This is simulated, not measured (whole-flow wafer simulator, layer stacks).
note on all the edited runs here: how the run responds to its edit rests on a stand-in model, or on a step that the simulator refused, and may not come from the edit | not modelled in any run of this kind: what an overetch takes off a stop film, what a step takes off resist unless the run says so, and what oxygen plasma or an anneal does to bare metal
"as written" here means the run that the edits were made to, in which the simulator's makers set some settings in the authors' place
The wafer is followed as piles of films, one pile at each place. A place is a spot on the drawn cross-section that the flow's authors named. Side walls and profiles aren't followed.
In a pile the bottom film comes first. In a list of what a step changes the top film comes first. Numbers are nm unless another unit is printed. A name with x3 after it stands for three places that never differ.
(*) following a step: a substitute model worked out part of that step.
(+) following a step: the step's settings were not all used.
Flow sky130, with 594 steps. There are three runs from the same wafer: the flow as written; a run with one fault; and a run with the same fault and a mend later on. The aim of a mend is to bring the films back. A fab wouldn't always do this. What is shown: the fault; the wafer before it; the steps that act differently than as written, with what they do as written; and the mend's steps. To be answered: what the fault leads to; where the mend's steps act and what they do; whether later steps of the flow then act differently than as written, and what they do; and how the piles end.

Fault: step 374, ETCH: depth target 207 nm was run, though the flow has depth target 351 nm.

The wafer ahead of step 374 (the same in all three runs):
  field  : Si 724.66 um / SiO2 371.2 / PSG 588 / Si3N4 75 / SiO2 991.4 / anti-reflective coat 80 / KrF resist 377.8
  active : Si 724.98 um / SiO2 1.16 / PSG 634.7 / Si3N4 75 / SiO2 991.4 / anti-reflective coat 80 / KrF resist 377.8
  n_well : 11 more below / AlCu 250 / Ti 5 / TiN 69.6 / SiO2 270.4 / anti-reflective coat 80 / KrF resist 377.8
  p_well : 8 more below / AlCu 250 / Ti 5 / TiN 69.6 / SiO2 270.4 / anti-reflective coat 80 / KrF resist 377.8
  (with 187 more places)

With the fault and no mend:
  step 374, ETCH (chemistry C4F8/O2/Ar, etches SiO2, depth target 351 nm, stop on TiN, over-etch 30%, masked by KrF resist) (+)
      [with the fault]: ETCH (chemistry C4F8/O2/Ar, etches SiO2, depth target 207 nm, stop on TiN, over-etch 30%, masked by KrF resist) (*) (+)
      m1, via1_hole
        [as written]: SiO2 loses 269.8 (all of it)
        [with the fault]: SiO2 loses 207
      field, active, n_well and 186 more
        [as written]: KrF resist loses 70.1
        [with the fault]: KrF resist loses 41.4
  Steps later in the flow that act otherwise than as written (8 more steps, not shown, differ only slightly: by at most 2% or 0.5 nm, whichever is larger):
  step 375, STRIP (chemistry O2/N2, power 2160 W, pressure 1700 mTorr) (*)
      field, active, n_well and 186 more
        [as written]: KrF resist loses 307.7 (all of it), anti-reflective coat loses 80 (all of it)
        [with the fault]: KrF resist loses 336.4 (all of it), anti-reflective coat loses 80 (all of it)
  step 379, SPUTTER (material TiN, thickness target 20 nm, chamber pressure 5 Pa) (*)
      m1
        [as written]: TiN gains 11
        [with the fault]: TiN gains 12.2 (new film)
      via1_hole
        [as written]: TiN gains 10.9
        [with the fault]: TiN gains 12.2 (new film)
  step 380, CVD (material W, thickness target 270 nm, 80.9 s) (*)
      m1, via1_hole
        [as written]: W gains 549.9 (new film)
        [with the fault]: W gains 485.4 (new film)
  The piles end different from the flow's at m1, via1_hole by more than 2% or 0.5 nm, whichever is larger.
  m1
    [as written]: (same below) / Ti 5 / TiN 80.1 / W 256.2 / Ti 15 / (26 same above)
    [with the fault]: (same below) / Ti 5 / TiN 69.6 / SiO2 62.8 / TiN 12.2 / W 191.8 / Ti 15 / (26 same above)
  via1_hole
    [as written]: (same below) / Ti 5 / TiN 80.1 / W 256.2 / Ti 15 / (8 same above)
    [with the fault]: (same below) / Ti 5 / TiN 69.6 / SiO2 62.8 / TiN 12.2 / W 191.8 / Ti 15 / (8 same above)

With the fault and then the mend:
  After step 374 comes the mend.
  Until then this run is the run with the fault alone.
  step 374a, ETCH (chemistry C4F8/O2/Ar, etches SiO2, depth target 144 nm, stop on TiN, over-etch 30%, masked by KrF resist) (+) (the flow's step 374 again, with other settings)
      field, active, n_well and 186 more
        KrF resist loses 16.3
      m1, via1_hole
        SiO2 loses 62.8 (all of it)
  Steps later in the flow that act otherwise than as written:
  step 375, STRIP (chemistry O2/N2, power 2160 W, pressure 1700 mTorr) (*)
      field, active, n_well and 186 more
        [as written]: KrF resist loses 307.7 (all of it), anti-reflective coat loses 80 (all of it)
        [with the mend]: KrF resist loses 320.1 (all of it), anti-reflective coat loses 80 (all of it)
  At every place that both follow, the piles at the end match the flow's.
